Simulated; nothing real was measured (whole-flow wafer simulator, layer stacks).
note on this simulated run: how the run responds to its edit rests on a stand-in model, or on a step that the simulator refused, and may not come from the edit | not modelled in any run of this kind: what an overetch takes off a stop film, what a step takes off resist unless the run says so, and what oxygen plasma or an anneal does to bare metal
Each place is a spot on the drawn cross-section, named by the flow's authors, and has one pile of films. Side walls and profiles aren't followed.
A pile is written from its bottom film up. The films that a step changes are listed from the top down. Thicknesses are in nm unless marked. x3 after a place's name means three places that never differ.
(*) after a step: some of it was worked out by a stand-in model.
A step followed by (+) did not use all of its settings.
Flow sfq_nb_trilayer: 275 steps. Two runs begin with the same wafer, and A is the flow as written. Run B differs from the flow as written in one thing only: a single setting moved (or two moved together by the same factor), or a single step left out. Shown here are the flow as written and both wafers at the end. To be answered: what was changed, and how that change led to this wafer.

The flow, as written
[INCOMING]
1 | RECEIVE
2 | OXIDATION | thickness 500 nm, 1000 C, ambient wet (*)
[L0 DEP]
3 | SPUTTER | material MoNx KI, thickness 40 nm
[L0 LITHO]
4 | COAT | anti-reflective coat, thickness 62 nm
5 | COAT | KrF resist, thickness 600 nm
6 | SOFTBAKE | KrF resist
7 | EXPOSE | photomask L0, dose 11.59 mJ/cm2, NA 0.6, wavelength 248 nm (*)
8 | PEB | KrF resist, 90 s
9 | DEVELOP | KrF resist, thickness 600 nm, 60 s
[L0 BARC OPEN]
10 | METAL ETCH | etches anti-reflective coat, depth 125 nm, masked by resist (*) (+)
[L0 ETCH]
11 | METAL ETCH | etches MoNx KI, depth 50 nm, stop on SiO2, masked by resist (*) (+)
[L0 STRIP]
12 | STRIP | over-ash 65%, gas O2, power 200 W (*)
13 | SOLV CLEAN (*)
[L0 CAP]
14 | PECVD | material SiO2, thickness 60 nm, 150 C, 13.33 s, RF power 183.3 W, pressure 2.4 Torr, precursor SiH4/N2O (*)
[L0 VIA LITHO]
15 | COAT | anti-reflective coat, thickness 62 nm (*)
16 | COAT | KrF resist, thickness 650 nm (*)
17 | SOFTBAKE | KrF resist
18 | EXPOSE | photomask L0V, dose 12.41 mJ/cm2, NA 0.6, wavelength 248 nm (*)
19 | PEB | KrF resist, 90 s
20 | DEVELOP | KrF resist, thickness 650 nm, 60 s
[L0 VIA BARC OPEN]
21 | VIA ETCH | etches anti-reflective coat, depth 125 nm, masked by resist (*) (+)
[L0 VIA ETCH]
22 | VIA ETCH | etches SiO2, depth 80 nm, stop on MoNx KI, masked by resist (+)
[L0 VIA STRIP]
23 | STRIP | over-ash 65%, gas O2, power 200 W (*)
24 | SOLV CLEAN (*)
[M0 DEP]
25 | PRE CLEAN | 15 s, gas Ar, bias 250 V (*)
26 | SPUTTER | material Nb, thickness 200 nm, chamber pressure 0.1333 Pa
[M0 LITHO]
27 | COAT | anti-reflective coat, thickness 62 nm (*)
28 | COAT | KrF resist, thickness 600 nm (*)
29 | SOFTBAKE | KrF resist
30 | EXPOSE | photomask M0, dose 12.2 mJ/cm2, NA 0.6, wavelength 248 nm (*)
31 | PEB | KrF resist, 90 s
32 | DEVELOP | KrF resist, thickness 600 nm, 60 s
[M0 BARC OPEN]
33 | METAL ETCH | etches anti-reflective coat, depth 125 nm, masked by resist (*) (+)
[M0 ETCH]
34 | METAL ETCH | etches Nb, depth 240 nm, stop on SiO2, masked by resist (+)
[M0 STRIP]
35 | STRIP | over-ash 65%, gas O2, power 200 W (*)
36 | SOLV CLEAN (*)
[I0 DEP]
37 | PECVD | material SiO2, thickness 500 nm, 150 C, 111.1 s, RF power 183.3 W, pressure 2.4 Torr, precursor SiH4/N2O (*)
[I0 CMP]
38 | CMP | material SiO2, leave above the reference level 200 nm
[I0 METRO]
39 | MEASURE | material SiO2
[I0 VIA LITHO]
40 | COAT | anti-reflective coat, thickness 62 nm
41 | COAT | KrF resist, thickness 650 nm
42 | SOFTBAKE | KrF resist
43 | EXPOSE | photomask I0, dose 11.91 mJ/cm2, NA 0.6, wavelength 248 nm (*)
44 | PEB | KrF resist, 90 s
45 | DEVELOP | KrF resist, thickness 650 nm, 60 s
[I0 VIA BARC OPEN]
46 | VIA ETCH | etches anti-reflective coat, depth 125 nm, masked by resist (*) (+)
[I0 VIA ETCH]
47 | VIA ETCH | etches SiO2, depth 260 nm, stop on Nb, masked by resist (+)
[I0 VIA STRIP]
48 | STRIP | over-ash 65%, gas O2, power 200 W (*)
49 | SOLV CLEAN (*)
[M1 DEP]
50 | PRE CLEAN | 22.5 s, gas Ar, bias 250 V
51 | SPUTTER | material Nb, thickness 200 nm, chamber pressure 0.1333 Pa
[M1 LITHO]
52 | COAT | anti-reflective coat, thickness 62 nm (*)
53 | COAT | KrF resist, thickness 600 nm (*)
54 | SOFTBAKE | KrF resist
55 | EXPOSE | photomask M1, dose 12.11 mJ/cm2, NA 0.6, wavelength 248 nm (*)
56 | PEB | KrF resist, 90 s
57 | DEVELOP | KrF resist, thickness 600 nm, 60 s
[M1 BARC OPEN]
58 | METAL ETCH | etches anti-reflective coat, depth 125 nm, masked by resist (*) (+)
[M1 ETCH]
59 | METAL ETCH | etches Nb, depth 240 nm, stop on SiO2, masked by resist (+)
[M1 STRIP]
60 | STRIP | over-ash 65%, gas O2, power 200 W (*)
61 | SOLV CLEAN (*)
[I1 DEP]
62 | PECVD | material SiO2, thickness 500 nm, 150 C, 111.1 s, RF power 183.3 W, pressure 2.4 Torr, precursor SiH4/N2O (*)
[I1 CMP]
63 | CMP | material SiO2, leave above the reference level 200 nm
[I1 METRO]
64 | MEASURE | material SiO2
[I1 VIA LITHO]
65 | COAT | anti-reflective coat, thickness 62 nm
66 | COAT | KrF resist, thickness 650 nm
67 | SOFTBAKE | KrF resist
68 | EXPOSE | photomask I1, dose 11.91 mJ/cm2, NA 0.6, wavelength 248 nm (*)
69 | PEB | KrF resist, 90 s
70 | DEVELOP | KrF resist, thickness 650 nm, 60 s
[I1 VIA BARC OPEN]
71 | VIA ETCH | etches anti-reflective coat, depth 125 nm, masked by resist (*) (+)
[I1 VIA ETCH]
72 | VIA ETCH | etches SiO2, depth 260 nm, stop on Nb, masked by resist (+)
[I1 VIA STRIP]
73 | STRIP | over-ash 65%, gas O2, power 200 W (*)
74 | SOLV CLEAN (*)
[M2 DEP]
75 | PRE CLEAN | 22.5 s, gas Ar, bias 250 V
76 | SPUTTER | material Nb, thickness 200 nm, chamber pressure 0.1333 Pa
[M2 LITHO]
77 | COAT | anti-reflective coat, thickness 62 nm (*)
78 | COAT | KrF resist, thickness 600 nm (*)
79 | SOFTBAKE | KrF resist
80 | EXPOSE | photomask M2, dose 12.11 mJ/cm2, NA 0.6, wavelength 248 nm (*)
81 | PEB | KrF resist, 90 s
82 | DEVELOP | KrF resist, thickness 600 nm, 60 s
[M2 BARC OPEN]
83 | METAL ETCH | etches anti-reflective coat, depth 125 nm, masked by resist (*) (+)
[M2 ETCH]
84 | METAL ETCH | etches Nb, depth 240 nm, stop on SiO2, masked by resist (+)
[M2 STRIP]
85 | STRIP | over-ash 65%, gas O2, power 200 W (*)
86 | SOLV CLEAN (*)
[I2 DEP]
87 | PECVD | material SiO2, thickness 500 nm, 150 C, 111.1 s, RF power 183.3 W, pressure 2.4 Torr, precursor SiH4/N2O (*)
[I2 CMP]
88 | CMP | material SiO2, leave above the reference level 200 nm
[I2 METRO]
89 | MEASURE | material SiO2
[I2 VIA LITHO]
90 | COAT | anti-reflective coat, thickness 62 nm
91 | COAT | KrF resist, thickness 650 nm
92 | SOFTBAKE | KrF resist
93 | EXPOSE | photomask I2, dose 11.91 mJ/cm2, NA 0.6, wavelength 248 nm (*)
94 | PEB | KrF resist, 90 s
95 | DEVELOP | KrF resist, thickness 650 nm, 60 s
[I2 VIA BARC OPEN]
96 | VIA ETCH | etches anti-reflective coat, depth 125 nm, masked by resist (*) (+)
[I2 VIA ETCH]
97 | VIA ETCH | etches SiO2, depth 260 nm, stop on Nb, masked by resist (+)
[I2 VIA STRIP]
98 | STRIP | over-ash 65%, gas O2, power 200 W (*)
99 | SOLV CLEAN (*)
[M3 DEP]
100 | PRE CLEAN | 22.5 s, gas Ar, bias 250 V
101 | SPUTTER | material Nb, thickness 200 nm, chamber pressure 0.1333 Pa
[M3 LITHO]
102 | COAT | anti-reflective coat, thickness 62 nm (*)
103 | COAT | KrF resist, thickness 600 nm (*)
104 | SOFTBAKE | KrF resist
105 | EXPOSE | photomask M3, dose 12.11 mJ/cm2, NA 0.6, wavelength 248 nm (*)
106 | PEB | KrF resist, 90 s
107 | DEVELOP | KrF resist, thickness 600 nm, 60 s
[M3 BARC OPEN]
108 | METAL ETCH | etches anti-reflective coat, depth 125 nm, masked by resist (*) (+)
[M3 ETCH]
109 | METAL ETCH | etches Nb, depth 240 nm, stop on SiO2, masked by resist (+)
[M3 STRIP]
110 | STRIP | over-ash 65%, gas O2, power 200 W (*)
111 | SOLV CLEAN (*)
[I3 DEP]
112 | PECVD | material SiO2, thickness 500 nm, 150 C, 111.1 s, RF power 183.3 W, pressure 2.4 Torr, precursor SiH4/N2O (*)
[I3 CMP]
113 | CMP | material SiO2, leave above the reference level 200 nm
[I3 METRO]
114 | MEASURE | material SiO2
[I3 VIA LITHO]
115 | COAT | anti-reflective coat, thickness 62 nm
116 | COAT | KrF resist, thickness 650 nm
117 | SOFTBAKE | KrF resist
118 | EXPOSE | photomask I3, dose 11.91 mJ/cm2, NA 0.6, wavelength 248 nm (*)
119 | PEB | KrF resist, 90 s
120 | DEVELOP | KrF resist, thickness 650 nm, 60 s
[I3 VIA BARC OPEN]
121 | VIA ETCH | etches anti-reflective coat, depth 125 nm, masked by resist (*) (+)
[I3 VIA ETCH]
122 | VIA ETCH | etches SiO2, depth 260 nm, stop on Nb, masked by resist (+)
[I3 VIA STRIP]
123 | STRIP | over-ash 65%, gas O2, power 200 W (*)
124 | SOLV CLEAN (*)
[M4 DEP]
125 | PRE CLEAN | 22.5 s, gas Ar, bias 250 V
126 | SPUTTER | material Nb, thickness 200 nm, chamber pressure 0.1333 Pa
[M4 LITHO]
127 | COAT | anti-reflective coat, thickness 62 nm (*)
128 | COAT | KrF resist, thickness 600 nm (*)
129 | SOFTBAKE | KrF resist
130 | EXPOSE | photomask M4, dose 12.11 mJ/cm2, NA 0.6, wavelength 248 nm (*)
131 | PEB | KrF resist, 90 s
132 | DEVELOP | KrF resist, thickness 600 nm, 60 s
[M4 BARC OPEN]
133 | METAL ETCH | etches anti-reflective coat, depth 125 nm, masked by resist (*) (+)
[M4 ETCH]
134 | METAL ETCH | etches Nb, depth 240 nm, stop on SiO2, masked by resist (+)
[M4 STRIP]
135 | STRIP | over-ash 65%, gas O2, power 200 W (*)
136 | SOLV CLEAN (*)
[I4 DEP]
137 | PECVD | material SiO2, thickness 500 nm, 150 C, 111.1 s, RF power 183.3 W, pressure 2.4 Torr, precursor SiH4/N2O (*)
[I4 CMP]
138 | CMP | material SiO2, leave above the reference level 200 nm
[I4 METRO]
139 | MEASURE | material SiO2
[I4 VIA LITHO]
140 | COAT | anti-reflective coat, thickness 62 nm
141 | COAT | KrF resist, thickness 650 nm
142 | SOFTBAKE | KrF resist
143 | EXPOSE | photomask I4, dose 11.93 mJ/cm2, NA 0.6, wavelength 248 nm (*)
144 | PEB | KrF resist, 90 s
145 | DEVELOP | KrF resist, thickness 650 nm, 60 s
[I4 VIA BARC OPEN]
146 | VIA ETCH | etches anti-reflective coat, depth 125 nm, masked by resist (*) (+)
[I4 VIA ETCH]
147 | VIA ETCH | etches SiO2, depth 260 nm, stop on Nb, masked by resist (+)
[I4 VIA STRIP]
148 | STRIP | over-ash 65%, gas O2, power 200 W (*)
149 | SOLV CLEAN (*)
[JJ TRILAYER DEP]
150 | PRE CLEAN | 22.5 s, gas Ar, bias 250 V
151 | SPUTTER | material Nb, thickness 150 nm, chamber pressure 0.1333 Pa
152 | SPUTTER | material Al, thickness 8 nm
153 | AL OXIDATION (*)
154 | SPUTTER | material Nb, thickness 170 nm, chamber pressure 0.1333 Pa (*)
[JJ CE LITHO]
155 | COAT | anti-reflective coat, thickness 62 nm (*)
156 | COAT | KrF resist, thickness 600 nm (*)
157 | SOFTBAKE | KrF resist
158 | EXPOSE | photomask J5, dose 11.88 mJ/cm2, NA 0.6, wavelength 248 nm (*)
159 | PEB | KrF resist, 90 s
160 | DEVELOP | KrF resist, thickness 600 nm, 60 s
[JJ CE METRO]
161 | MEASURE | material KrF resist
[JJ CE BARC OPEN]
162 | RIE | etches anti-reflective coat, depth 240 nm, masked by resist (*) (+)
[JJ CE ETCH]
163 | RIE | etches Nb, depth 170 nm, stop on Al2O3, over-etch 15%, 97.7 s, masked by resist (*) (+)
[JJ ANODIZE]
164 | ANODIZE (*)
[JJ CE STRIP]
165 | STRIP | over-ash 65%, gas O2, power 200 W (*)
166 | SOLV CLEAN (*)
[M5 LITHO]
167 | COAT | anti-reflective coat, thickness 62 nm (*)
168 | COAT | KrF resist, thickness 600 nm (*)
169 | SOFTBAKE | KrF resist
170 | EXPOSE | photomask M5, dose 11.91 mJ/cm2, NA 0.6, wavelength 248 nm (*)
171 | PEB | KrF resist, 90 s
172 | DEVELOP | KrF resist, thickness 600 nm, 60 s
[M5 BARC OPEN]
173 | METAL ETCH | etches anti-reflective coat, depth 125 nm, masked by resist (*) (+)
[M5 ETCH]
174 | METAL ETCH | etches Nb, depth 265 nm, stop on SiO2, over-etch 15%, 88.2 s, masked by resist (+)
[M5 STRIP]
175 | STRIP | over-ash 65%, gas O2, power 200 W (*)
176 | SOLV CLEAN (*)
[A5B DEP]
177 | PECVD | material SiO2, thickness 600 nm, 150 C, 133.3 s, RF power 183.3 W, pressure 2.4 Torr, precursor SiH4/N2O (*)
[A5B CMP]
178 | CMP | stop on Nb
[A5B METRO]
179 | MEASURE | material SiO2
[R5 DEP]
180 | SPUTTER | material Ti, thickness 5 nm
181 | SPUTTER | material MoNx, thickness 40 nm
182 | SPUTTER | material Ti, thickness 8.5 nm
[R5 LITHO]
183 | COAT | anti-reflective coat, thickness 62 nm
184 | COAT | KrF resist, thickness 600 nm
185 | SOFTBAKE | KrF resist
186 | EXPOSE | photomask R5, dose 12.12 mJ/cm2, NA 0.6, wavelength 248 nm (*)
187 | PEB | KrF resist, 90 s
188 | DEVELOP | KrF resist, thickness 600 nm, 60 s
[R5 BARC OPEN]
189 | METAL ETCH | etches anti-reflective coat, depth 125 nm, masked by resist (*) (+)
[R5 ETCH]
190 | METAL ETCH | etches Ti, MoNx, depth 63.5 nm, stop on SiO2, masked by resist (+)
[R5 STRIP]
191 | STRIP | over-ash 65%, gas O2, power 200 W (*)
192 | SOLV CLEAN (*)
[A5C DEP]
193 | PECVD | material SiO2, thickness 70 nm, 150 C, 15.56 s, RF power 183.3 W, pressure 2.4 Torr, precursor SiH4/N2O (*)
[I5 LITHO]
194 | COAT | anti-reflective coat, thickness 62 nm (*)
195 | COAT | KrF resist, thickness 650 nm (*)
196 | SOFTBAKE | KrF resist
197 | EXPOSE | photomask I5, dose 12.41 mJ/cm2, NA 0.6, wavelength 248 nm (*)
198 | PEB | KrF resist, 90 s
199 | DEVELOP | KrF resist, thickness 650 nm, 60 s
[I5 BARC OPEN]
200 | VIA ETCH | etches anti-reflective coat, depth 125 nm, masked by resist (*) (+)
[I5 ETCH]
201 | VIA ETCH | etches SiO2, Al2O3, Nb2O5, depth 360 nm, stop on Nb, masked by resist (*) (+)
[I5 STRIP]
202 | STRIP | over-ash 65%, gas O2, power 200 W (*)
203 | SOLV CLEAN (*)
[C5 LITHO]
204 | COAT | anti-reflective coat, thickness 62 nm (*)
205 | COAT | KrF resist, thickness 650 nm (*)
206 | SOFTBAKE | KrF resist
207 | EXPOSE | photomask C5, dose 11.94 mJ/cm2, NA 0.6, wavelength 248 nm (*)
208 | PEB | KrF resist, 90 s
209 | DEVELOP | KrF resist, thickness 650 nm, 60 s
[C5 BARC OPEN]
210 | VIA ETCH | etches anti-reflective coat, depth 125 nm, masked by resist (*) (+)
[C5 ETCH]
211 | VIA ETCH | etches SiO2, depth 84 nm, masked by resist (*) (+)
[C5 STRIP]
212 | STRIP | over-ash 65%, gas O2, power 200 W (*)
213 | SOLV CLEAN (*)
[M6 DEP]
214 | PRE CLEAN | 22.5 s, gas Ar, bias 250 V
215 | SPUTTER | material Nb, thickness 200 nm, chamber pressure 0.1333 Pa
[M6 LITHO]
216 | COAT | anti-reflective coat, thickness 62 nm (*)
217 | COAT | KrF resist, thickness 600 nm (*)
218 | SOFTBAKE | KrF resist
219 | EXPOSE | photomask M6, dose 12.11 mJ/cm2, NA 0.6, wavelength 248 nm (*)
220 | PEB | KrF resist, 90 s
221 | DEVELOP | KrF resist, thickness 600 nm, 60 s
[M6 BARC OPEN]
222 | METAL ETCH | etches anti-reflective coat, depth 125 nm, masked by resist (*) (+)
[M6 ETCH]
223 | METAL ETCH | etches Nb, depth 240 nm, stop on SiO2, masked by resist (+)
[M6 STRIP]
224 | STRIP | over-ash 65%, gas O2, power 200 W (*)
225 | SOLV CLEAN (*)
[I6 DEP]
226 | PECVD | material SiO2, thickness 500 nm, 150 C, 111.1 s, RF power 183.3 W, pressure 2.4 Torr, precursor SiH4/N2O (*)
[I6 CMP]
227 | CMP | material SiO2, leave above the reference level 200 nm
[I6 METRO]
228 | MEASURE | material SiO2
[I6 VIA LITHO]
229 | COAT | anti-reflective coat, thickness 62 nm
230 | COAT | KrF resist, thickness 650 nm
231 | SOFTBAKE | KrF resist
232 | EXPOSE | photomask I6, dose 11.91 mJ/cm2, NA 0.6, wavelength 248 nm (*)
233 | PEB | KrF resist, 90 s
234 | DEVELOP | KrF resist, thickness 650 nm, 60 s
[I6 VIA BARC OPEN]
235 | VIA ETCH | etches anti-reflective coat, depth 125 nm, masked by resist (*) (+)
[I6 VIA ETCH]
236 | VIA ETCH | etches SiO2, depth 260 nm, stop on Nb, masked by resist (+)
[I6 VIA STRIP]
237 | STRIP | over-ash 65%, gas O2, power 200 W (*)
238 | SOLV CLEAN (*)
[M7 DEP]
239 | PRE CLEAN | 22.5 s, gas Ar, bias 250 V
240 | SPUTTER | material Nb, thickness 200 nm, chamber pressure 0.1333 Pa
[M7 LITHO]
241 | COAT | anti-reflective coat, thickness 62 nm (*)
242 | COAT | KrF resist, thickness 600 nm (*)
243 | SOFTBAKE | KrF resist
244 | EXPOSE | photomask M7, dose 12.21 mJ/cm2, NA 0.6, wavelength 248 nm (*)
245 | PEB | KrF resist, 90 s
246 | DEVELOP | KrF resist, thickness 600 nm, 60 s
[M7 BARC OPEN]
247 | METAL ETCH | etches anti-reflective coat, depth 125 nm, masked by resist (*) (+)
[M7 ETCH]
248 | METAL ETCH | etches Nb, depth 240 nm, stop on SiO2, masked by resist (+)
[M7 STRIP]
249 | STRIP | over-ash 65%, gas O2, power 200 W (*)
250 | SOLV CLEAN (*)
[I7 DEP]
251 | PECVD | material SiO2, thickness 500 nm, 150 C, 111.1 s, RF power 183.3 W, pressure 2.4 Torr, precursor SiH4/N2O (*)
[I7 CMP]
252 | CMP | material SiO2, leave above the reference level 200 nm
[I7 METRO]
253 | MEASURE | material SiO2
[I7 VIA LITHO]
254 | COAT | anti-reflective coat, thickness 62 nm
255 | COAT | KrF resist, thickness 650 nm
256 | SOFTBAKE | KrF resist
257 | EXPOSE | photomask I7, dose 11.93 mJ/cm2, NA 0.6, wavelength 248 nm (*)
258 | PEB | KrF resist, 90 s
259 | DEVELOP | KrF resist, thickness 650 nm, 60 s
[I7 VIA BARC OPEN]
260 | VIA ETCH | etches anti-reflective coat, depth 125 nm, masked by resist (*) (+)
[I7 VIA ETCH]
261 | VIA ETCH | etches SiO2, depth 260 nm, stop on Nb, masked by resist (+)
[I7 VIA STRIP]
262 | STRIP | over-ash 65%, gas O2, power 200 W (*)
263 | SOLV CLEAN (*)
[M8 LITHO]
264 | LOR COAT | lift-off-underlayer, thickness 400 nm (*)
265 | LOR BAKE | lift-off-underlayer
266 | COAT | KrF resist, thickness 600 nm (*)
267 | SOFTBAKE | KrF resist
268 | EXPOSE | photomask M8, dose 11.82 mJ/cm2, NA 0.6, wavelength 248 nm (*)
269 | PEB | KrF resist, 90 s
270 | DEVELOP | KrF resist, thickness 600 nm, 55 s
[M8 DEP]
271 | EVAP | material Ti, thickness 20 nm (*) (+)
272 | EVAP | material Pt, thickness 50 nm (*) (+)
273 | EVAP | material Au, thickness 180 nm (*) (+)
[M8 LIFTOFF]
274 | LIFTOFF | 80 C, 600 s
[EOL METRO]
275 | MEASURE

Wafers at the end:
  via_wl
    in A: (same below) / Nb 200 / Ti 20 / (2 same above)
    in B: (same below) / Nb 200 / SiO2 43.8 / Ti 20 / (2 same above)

Cause: step 261, VIA ETCH: depth 156 nm was run, whereas the flow has depth 260 nm.

How this came from the change, step by step:
  261 | VIA ETCH | etches SiO2, depth 260 nm, stop on Nb, masked by resist (+)
      via_wl, via_w, via_wr: A SiO2 loses 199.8 (all of it) | B SiO2 loses 156
      field_l, v_sur, via_sp and 100 more: A KrF resist loses 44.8 | B KrF resist loses 26.9
  262 | STRIP | over-ash 65%, gas O2, power 200 W (*)
      field_l, v_sur, via_sp and 100 more: A KrF resist loses 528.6 (all of it), anti-reflective coat loses 62 (all of it) | B KrF resist loses 546.5 (all of it), anti-reflective coat loses 62 (all of it)
  264 | LOR COAT | lift-off-underlayer, thickness 400 nm (*)
      via_wl, via_wr: A lift-off-underlayer gains 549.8 (new film) | B lift-off-underlayer gains 516.9 (new film)
      via_w: A lift-off-underlayer gains 536.4 (new film) | B lift-off-underlayer gains 506.5 (new film)
  270 | DEVELOP | KrF resist, thickness 600 nm, 55 s
      via_wl: A KrF resist loses 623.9 (all of it), lift-off-underlayer loses 549.8 (all of it) | B KrF resist loses 618.4 (all of it), lift-off-underlayer loses 516.9 (all of it)
      via_w: A KrF resist loses 635.4 (all of it), lift-off-underlayer loses 536.4 (all of it) | B KrF resist loses 627.4 (all of it), lift-off-underlayer loses 506.5 (all of it)
      (as well as at 1 more place)
Taking metal films that touch as one body, via_wl has 8 bodies (between them, from the top down: SiO2 43.8; SiO2 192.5; SiO2 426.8 / Al2O3 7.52 / Nb2O5 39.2; SiO2 192.5; SiO2 192.5; SiO2 192.5; SiO2 192.5); the flow as written gives 7 bodies (between them, from the top down: SiO2 192.5; SiO2 426.8 / Al2O3 7.52 / Nb2O5 39.2; SiO2 192.5; SiO2 192.5; SiO2 192.5; SiO2 192.5).
